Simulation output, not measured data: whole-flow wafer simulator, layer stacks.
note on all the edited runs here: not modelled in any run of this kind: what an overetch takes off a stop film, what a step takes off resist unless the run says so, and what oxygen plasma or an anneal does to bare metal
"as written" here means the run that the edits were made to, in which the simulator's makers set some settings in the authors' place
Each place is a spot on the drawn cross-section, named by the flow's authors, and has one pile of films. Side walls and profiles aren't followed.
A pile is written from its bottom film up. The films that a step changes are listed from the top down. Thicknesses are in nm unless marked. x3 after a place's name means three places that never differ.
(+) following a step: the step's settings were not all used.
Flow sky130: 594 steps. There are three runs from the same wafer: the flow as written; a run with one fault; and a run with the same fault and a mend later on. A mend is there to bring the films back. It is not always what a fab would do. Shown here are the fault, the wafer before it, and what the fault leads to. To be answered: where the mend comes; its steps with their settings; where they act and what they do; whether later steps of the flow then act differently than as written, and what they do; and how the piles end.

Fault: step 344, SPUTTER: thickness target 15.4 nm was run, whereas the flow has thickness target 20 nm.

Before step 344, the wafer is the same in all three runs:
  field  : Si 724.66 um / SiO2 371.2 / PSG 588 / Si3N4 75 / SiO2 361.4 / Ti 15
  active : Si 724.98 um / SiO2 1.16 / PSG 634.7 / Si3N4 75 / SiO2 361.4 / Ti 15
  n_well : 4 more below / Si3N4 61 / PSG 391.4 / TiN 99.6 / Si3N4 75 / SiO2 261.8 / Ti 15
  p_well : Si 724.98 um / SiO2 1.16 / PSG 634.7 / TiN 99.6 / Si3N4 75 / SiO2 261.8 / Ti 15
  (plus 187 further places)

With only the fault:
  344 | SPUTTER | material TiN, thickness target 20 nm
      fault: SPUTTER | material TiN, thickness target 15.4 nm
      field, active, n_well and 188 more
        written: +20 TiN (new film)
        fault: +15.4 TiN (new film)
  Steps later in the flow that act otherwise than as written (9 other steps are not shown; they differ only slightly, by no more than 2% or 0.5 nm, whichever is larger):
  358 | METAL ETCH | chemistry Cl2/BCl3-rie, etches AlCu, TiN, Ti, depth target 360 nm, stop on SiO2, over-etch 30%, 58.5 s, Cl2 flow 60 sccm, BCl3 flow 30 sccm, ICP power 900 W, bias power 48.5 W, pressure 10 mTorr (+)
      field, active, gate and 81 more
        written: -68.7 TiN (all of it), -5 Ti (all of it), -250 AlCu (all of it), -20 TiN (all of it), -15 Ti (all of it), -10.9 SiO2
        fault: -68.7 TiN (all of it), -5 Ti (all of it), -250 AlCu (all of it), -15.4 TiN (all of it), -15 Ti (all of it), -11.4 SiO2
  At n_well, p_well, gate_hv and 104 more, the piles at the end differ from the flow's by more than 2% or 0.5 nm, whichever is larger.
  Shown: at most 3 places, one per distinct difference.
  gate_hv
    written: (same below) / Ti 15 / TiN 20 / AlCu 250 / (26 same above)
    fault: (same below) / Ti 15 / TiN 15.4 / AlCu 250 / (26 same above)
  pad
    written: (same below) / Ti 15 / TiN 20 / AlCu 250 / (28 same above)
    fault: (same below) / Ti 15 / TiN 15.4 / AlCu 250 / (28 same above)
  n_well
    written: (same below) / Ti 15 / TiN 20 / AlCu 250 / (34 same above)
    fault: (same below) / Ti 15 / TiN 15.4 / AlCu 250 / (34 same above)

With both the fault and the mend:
  The mend follows step 344.
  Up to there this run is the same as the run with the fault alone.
  344a | SPUTTER | material TiN, thickness target 4.6 nm (a further turn of the flow's step 344, with different settings)
      field, active, n_well and 188 more
        +4.6 TiN
  Every later step of the flow that is run acts as written at every place that is followed.
  At every place that both follow, the piles at the end match the flow's.
